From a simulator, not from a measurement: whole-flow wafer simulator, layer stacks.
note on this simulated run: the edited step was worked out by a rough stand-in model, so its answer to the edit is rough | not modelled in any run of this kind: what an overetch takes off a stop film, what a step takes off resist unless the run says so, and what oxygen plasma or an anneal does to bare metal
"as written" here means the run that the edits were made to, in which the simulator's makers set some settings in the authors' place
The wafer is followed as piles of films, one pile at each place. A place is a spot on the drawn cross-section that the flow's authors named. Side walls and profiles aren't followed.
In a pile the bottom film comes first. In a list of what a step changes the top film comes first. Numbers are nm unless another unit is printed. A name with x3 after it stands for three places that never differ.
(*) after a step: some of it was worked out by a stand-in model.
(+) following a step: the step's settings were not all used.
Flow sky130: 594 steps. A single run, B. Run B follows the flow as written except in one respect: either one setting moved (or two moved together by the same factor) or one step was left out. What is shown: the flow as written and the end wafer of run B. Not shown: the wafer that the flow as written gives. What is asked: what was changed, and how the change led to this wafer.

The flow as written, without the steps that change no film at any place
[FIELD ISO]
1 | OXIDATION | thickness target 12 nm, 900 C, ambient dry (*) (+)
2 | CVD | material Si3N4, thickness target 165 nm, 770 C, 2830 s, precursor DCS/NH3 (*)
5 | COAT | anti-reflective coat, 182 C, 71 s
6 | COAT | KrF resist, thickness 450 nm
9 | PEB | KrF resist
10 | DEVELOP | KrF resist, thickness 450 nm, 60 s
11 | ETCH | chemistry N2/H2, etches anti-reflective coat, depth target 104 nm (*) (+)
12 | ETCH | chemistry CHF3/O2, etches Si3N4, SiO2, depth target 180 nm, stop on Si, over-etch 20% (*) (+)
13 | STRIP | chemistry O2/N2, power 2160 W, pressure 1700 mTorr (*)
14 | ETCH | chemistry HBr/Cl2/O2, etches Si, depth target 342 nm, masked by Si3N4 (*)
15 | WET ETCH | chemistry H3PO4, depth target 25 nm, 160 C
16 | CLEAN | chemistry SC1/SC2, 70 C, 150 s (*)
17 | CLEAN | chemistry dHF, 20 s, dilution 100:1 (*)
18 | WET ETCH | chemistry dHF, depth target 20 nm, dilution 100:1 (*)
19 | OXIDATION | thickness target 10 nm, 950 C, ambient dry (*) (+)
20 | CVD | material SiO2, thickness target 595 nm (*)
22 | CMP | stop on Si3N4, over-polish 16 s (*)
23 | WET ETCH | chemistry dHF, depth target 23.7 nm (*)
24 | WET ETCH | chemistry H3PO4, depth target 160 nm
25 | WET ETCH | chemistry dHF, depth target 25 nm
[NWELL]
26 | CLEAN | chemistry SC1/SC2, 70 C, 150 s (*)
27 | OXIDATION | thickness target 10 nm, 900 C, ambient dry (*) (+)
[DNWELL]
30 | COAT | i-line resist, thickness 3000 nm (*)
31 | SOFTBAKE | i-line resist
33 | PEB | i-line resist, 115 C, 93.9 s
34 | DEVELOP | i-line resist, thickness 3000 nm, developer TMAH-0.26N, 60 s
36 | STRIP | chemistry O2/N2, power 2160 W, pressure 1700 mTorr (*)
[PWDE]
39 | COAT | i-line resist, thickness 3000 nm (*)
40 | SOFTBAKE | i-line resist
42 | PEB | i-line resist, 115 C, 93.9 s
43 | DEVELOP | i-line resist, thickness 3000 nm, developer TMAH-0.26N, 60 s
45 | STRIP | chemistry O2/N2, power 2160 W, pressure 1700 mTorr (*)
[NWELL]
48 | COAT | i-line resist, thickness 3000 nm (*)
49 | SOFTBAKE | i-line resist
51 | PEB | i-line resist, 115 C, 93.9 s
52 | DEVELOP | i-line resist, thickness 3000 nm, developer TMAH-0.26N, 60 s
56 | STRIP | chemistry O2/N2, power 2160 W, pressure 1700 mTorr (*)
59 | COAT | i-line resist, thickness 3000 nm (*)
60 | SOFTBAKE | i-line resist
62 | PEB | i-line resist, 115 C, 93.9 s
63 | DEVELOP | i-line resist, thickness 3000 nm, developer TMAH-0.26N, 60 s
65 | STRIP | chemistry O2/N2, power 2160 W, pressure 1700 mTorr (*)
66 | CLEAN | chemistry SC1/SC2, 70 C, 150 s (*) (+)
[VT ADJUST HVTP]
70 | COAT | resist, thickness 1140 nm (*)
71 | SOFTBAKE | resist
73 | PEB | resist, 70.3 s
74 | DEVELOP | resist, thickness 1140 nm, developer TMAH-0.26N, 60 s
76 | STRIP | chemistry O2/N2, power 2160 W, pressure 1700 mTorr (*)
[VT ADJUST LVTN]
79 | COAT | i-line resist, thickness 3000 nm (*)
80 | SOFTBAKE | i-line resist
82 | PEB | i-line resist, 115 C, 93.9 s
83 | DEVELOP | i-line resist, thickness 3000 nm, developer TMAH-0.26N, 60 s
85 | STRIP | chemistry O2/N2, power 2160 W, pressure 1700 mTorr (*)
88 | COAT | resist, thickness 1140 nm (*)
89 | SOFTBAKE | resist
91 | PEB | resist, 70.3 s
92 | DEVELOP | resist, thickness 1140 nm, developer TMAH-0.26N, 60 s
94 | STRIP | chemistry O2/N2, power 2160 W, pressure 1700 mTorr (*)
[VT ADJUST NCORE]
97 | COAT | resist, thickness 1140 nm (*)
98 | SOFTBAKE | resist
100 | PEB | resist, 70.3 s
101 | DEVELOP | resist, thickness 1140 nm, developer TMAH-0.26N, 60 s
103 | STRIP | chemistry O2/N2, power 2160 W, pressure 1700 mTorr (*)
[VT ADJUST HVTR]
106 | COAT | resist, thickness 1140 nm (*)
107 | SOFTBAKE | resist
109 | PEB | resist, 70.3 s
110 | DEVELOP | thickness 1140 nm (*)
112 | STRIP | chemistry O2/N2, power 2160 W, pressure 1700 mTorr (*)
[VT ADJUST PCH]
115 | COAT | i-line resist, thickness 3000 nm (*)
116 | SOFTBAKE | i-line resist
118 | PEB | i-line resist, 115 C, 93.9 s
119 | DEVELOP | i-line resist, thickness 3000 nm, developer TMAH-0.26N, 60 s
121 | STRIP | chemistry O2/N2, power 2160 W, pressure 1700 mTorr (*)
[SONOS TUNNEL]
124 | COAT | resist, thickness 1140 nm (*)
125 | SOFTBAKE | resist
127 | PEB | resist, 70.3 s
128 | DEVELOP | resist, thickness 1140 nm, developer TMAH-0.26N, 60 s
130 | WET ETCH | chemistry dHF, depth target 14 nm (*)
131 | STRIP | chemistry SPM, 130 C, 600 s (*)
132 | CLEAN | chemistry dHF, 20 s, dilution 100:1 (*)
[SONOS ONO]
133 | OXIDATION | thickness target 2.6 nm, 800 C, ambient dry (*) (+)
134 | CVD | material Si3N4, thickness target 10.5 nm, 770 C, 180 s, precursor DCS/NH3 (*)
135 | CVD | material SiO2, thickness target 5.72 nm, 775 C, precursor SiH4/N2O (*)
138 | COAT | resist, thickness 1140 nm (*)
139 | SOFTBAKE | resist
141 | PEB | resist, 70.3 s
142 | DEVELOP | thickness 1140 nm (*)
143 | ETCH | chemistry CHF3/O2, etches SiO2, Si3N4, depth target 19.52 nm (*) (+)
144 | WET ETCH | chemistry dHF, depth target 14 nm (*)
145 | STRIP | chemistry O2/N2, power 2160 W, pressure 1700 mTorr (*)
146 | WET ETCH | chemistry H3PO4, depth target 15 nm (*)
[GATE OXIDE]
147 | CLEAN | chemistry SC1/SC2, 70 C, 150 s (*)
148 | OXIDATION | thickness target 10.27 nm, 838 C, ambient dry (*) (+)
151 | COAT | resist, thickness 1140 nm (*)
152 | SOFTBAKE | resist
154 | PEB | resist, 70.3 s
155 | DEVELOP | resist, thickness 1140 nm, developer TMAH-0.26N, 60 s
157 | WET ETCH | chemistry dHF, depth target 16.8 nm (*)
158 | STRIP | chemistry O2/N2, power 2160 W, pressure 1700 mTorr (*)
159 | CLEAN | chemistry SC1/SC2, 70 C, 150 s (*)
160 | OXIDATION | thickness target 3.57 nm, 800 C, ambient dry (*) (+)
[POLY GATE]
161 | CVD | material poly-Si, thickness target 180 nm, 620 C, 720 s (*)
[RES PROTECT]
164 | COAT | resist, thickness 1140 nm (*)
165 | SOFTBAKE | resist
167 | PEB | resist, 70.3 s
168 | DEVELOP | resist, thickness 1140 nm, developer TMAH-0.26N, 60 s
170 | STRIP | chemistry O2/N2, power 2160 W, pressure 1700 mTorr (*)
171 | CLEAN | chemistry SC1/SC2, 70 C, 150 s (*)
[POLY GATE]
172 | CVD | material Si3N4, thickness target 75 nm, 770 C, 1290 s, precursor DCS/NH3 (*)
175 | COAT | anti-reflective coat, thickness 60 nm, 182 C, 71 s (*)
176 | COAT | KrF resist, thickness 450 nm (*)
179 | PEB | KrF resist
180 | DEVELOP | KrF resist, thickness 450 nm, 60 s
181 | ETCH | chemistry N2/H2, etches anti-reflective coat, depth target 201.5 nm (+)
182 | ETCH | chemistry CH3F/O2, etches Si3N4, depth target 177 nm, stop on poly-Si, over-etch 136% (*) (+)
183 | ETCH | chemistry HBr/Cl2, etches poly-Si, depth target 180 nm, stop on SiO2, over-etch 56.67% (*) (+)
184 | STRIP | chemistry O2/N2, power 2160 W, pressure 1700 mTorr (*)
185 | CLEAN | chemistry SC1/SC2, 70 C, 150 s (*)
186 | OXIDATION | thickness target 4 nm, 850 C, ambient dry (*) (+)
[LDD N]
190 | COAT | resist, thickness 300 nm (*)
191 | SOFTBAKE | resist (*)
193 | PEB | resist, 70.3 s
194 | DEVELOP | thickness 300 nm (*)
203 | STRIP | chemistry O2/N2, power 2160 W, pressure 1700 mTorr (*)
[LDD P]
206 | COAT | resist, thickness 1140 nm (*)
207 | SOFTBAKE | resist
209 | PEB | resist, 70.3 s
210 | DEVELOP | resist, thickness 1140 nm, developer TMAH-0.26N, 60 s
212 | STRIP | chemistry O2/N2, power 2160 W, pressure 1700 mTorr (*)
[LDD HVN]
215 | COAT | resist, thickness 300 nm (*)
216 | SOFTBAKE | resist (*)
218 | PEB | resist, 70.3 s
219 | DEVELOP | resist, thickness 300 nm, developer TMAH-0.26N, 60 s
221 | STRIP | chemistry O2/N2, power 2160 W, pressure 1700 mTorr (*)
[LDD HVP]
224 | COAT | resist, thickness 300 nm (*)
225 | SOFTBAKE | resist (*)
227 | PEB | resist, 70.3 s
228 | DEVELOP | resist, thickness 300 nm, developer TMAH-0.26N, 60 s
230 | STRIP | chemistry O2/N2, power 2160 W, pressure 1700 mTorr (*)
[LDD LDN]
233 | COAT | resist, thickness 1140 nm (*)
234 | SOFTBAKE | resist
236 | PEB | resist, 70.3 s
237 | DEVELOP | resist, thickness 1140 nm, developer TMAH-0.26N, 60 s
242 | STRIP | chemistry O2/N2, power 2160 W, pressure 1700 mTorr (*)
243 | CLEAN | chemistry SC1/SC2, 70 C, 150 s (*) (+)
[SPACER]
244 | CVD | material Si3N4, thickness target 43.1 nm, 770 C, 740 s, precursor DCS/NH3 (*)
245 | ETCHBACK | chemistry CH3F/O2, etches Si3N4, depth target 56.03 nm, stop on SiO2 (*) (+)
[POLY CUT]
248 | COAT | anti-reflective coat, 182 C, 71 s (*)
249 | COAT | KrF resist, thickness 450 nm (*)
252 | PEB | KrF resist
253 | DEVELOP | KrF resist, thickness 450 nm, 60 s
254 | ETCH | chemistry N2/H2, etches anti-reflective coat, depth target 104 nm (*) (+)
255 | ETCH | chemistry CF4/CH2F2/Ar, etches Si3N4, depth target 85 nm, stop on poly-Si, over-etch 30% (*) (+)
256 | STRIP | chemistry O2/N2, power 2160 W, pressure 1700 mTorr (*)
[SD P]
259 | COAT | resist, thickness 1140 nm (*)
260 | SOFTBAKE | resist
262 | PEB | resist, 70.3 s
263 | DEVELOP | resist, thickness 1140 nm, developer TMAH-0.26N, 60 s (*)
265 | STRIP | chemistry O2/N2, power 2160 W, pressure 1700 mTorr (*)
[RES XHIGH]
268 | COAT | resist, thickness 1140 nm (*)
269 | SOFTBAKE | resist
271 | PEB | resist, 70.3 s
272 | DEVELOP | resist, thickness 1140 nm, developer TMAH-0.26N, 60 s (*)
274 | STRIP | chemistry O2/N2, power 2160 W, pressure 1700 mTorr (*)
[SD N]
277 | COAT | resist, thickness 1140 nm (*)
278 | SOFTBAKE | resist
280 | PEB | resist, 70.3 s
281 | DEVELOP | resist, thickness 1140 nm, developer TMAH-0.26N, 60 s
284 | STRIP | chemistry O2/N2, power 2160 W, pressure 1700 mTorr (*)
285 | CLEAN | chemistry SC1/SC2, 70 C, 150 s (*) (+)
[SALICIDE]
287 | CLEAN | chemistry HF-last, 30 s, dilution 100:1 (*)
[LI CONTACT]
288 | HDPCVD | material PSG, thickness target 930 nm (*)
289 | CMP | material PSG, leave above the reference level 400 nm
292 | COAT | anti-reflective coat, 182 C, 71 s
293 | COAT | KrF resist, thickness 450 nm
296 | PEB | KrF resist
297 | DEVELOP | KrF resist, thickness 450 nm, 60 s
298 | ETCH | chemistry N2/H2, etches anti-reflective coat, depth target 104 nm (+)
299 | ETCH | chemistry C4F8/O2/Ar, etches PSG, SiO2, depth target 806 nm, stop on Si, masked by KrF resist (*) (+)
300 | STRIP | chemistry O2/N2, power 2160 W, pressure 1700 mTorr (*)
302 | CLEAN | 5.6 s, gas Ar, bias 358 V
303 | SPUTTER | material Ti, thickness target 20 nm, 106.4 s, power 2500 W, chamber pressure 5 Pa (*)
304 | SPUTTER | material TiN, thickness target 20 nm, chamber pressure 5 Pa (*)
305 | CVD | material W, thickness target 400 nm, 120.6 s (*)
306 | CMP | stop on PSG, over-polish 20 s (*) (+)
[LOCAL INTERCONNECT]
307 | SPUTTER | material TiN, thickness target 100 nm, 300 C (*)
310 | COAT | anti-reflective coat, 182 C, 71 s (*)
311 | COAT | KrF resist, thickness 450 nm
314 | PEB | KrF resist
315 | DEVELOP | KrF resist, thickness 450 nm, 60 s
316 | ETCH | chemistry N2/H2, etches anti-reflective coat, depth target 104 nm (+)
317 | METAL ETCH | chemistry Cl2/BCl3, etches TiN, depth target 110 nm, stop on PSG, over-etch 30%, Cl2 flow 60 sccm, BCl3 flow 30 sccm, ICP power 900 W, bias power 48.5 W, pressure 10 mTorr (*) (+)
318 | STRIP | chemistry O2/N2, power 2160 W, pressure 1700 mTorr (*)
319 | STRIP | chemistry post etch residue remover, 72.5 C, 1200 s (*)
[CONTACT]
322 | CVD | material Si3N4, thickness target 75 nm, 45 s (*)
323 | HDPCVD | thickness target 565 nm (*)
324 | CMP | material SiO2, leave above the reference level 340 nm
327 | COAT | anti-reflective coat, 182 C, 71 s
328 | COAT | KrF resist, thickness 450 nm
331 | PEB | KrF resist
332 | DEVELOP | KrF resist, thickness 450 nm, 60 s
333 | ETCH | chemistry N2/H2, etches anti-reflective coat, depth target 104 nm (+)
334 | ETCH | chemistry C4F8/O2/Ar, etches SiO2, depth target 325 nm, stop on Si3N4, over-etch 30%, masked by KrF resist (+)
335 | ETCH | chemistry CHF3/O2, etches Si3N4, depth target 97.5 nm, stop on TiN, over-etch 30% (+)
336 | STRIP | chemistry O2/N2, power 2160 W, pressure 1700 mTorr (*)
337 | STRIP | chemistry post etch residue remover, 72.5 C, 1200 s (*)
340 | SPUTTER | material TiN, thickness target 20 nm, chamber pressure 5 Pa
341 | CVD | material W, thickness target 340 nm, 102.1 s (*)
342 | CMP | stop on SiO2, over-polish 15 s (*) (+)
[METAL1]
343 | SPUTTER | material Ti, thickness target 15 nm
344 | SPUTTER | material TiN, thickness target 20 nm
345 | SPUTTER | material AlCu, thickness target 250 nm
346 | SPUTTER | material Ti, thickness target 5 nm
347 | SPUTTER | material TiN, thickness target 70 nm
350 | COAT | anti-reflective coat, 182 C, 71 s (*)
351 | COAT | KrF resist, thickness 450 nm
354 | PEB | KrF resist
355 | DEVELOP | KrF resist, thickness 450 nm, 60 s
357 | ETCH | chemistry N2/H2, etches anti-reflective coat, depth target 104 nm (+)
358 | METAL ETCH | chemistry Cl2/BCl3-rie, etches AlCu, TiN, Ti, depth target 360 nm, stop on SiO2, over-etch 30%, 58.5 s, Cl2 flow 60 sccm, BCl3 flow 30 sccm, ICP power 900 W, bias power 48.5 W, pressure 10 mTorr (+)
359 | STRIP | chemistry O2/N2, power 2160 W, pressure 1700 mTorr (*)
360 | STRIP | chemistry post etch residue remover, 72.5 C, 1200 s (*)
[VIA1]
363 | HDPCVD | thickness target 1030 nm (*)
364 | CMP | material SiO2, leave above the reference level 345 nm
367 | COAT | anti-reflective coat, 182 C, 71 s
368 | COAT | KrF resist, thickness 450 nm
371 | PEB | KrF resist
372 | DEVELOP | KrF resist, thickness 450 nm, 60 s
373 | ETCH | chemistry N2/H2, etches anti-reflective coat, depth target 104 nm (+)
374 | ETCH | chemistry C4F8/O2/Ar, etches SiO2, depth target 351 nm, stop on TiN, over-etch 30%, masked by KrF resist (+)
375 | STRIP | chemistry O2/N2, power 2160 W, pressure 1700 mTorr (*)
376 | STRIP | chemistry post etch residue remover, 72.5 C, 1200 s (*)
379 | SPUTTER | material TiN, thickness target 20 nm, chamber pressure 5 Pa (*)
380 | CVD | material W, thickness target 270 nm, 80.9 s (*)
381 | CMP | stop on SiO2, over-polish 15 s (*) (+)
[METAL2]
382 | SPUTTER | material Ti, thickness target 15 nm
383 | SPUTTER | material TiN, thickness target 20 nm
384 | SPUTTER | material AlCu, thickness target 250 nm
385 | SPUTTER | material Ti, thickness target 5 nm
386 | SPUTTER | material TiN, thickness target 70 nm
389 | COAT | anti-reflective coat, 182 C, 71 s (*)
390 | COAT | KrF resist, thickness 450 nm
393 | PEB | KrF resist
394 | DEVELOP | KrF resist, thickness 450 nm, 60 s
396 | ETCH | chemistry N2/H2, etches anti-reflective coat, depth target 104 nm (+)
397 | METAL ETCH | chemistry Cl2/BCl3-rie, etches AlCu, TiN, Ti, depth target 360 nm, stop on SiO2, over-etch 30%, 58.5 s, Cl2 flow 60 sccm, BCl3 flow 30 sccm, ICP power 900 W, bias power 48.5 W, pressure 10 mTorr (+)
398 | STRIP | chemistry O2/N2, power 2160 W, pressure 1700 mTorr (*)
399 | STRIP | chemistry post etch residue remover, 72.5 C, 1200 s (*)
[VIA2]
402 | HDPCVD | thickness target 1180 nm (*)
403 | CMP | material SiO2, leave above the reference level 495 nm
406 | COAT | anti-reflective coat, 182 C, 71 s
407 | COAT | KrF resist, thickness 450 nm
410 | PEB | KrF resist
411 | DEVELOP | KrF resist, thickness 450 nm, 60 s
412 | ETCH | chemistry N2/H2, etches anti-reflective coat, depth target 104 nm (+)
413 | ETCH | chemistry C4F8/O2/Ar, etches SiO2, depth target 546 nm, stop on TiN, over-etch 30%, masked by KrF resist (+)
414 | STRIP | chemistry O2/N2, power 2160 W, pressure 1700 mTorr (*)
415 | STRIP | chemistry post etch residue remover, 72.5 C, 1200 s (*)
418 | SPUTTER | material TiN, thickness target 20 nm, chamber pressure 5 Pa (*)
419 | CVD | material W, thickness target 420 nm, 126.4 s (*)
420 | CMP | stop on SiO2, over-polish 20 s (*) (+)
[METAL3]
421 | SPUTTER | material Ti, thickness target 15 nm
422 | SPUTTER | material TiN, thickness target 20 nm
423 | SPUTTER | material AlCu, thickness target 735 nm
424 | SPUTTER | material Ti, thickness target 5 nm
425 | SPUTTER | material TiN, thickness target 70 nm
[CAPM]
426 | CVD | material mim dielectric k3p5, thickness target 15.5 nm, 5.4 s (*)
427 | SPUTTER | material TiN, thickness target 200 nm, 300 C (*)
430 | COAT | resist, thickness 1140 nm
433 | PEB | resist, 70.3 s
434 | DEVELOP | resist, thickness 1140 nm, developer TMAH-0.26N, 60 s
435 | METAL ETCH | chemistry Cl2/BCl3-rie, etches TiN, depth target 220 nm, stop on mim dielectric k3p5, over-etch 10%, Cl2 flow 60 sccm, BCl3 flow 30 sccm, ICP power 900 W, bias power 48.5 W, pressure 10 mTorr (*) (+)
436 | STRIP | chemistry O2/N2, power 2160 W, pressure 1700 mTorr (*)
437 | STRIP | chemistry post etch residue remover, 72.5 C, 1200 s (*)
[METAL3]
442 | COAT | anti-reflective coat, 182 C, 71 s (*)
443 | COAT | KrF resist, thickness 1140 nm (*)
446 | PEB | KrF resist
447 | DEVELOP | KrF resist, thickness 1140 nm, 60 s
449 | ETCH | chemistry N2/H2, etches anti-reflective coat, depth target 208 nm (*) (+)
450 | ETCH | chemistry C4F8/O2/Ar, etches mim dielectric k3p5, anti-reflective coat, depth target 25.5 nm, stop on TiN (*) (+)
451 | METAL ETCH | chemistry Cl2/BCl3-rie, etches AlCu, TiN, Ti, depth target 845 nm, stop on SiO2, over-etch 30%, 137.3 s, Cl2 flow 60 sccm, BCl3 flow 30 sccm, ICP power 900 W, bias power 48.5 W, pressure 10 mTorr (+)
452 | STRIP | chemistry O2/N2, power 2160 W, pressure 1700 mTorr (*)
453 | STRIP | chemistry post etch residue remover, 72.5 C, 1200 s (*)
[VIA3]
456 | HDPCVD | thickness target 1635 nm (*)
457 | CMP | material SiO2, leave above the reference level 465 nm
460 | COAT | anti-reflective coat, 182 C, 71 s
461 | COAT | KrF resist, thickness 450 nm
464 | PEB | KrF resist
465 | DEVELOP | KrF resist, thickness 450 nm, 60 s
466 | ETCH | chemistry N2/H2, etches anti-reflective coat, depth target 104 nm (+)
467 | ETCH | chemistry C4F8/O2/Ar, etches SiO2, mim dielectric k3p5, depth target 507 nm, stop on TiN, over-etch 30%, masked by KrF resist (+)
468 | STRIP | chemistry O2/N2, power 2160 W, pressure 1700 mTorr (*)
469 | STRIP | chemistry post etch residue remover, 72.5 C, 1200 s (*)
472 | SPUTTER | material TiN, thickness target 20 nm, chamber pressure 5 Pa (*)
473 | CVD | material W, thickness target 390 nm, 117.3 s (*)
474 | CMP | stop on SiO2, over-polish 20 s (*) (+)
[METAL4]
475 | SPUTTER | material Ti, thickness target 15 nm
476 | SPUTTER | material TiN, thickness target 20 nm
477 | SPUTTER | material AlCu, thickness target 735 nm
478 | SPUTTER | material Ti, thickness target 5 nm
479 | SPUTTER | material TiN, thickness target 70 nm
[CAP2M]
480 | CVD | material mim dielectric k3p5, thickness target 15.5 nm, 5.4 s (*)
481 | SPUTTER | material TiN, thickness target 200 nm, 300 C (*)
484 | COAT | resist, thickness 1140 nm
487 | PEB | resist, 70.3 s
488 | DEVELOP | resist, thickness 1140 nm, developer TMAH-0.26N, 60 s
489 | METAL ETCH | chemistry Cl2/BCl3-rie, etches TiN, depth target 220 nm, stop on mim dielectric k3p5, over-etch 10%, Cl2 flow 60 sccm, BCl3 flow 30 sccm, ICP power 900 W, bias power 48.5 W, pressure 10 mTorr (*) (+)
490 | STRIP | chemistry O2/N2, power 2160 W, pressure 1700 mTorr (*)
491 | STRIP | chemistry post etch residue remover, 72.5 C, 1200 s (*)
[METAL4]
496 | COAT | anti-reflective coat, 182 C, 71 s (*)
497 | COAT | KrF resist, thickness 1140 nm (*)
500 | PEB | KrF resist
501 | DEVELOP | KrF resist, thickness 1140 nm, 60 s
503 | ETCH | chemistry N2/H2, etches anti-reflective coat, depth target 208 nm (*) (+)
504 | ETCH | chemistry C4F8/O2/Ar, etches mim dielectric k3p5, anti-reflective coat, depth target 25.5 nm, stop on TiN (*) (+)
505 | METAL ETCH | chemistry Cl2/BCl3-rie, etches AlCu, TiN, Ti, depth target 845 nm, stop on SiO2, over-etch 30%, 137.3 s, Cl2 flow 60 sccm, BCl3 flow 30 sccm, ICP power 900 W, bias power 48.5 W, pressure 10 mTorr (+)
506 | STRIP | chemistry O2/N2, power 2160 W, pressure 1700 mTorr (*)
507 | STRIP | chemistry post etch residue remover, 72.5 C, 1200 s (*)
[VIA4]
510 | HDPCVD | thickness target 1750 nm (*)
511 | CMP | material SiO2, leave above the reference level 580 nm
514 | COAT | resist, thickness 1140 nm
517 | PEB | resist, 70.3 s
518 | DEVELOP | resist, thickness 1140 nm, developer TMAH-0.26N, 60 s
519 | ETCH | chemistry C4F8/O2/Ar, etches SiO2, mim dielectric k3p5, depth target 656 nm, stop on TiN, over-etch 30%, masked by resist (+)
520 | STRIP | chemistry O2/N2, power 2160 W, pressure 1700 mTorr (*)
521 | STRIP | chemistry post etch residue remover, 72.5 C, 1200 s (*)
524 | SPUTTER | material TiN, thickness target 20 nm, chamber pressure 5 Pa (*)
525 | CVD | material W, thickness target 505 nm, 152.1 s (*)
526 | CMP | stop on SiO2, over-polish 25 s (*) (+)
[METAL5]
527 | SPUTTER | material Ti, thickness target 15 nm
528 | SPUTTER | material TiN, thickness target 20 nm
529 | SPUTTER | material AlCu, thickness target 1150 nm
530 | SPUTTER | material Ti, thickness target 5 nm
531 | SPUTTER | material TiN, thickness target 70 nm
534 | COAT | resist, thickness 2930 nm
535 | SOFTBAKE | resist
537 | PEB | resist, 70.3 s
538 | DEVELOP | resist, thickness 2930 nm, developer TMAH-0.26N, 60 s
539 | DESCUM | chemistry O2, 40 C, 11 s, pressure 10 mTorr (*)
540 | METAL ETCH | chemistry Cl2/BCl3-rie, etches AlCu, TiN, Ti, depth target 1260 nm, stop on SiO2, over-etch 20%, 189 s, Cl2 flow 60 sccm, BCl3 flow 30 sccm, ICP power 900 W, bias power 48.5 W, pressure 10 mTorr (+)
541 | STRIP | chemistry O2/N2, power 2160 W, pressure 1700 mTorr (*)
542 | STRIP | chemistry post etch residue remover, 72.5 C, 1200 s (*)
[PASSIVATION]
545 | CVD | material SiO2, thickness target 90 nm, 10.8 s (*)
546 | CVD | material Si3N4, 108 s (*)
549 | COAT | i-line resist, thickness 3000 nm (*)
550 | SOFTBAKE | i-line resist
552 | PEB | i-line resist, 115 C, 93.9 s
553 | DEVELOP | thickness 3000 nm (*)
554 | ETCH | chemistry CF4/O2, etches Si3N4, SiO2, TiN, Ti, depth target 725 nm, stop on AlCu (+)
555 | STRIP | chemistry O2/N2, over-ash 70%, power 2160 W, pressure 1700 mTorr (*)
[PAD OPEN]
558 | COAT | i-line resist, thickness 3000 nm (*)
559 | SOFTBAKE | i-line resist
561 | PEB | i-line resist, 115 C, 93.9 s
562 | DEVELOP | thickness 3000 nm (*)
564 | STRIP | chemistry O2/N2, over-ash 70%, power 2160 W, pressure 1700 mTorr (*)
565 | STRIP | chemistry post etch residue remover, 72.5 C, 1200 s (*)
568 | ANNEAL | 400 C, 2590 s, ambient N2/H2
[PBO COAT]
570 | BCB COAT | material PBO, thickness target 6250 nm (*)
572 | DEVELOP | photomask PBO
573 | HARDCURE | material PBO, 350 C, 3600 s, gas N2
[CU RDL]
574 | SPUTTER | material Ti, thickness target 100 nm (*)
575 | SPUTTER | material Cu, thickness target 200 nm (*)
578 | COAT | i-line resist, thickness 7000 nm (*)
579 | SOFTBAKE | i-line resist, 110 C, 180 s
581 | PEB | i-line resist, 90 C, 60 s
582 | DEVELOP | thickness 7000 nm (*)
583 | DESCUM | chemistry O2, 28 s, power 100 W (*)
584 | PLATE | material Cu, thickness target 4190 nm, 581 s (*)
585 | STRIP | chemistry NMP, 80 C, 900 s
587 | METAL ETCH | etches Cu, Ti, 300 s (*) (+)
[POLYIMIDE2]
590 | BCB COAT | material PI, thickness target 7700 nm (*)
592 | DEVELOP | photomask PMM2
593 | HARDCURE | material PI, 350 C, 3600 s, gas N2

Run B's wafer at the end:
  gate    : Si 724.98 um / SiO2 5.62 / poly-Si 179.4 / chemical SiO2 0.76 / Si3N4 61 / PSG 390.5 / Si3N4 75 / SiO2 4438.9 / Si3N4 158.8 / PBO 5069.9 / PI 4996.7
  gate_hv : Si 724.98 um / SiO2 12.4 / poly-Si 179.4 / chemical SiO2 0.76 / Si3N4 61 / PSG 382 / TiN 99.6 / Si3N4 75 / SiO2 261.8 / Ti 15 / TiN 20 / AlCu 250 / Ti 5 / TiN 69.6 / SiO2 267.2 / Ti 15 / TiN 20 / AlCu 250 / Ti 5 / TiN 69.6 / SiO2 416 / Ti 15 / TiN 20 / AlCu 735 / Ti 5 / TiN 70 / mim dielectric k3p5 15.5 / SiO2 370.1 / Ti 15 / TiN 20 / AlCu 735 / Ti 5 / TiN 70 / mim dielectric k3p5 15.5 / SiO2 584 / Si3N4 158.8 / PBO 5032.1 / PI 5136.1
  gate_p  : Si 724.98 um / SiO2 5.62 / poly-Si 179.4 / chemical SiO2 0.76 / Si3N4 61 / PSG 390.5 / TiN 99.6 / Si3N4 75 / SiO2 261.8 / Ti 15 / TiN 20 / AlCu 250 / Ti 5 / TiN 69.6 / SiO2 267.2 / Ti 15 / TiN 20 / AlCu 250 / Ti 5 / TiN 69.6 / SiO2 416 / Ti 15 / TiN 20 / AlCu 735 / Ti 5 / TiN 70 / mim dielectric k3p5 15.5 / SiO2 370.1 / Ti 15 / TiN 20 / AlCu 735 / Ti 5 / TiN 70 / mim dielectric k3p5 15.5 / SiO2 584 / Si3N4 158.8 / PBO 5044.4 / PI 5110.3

Cause: step 160, OXIDATION: thickness target 5.62 nm was run, while the flow as written has thickness target 3.57 nm.
One can read it off the wafer: gate has SiO2 5.62, and step 160 as written asks for 3.57 nm.

Step by step, how the change led to this:
  160 | OXIDATION | thickness target 3.57 nm, 800 C, ambient dry (*) (+)
      active, n_well, p_well and 58 more: +5.62 SiO2 (new film), -0.76 chemical SiO2 (all of it), -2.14 Si (in the flow as written it would be: +3.57 SiO2 (new film), -0.76 chemical SiO2 (all of it), -1.24 Si)
      gate_hv, m1, pad and 37 more: +2.51 SiO2, -1.11 Si (in the flow as written it would be: +0.85 SiO2, -0.37 Si)
  299 | ETCH | chemistry C4F8/O2/Ar, etches PSG, SiO2, depth target 806 nm, stop on Si, masked by KrF resist (*) (+)
      contact, ndiff_licon, ndiff_licon_cpp: -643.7 PSG (all of it), -2.89 SiO2 (all of it) (in the flow as written it would be: -643.6 PSG (all of it), -1.16 SiO2 (all of it))
  303 | SPUTTER | material Ti, thickness target 20 nm, 106.4 s, power 2500 W, chamber pressure 5 Pa (*)
      ndiff_licon_cpp: +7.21 Ti (new film) (in the flow as written it would be: +6.53 Ti (new film))
  306 | CMP | stop on PSG, over-polish 20 s (*) (+)
      poly_licon: -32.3 W (in the flow as written it would be: -33.3 W)
